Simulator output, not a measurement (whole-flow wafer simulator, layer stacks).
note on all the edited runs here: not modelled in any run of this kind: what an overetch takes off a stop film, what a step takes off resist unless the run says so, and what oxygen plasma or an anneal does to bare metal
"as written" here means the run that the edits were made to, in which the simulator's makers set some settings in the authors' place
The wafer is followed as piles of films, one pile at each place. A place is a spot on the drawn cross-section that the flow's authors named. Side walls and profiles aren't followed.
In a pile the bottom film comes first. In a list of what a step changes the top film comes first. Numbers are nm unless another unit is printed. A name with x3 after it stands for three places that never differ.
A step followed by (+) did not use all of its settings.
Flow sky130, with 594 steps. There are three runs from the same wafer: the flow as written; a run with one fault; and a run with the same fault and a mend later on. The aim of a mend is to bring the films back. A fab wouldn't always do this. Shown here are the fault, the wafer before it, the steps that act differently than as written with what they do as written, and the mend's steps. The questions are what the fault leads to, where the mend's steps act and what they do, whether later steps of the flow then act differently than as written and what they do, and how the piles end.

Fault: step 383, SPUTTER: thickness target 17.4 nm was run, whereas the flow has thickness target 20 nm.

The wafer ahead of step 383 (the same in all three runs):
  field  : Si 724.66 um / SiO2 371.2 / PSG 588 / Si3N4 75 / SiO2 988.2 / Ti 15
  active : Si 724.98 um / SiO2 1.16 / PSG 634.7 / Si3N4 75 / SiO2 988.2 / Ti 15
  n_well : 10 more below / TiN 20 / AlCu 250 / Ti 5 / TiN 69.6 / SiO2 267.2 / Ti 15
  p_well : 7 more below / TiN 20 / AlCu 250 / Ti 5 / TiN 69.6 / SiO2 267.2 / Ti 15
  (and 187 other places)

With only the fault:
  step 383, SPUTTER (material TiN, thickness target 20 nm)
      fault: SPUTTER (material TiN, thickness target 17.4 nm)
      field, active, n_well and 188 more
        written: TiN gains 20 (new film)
        fault: TiN gains 17.4 (new film)
  Steps further on in the flow that do not act as written (not shown: 17 more steps that differ only slightly, by at most 2% or 0.5 nm, whichever is larger):
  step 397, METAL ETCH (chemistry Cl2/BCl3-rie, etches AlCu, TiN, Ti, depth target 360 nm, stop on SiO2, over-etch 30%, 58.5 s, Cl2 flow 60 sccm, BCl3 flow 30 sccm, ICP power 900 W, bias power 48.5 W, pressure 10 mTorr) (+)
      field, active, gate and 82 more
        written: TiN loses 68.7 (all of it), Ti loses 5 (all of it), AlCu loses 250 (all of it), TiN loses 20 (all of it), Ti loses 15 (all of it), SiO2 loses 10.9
        fault: TiN loses 68.7 (all of it), Ti loses 5 (all of it), AlCu loses 250 (all of it), TiN loses 17.4 (all of it), Ti loses 15 (all of it), SiO2 loses 11.2
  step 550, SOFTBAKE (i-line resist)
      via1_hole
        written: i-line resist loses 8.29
        fault: i-line resist loses 7.42
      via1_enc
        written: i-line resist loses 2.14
        fault: i-line resist loses 1.33
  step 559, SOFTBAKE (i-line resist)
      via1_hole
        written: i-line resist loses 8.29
        fault: i-line resist loses 7.42
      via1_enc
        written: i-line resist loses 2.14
        fault: i-line resist loses 1.33
  The piles end different from the flow's at n_well, p_well, gate_hv and 103 more by more than 2% or 0.5 nm, whichever is larger.
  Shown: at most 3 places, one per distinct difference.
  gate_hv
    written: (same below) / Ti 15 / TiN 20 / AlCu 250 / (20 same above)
    fault: (same below) / Ti 15 / TiN 17.4 / AlCu 250 / (20 same above)
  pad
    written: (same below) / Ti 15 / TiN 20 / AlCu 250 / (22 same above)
    fault: (same below) / Ti 15 / TiN 17.4 / AlCu 250 / (22 same above)
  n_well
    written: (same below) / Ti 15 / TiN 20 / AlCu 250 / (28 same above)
    fault: (same below) / Ti 15 / TiN 17.4 / AlCu 250 / (28 same above)

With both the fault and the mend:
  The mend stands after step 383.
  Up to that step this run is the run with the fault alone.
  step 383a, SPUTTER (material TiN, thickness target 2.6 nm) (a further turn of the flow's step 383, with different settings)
      field, active, n_well and 188 more
        TiN gains 2.6
  Later steps of the flow that are run all act as written at every place that is followed.
  At every place that both follow, the piles at the end match the flow's.
